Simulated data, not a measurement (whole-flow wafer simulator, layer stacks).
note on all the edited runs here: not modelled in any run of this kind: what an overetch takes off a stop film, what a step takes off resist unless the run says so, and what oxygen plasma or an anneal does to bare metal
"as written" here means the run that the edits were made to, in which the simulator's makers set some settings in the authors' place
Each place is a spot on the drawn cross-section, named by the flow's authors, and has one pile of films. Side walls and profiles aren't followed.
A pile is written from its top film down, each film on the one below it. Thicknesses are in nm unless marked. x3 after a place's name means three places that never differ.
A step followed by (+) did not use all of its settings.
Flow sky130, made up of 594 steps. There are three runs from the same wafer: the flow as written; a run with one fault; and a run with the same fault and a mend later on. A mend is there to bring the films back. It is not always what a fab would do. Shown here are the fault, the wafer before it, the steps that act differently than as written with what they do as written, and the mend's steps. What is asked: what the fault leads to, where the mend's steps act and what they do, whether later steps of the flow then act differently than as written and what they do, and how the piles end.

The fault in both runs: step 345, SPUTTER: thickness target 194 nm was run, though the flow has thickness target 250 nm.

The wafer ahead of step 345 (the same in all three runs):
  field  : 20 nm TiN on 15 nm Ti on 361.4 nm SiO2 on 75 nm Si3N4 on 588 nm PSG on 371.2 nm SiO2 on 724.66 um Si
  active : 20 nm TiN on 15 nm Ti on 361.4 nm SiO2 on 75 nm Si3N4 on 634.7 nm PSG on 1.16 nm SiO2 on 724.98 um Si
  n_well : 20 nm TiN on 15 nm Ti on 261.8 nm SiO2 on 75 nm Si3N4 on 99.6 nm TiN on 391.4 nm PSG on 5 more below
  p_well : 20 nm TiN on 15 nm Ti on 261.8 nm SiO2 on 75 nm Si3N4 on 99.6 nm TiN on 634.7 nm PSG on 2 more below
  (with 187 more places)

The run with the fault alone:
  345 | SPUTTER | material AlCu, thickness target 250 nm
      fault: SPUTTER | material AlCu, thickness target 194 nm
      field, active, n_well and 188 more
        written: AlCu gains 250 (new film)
        fault: AlCu gains 194 (new film)
  Steps further on in the flow that do not act as written (18 more steps, not shown, differ only slightly: by at most 2% or 0.5 nm, whichever is larger):
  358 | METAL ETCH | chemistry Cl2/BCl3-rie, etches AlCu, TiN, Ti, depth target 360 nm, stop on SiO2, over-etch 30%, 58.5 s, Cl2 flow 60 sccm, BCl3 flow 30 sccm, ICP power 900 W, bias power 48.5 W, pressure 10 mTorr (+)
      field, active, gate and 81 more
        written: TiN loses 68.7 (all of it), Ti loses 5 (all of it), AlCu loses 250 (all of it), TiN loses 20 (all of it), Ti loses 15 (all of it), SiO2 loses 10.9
        fault: TiN loses 68.7 (all of it), Ti loses 5 (all of it), AlCu loses 194 (all of it), TiN loses 20 (all of it), Ti loses 15 (all of it), SiO2 loses 16.5
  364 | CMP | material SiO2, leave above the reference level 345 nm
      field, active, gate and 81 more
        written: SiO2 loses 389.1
        fault: SiO2 loses 439.5
  The piles end different from the flow's at n_well, p_well, gate_hv and 116 more by more than 2% or 0.5 nm, whichever is larger.
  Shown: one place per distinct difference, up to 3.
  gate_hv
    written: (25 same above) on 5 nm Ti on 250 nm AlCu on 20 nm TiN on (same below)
    fault: (25 same above) on 5 nm Ti on 194 nm AlCu on 20 nm TiN on (same below)
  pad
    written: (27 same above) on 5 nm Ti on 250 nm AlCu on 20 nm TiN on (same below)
    fault: (27 same above) on 5 nm Ti on 194 nm AlCu on 20 nm TiN on (same below)
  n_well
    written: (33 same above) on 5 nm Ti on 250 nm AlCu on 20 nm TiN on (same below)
    fault: (33 same above) on 5 nm Ti on 194 nm AlCu on 20 nm TiN on (same below)

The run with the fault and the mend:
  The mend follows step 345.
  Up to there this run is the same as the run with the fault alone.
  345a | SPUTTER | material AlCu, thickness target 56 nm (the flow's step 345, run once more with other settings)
      field, active, n_well and 188 more
        AlCu gains 56
  Every later step of the flow that is run acts as written at every place that is followed.
  At every place that both follow, the piles at the end match the flow's.
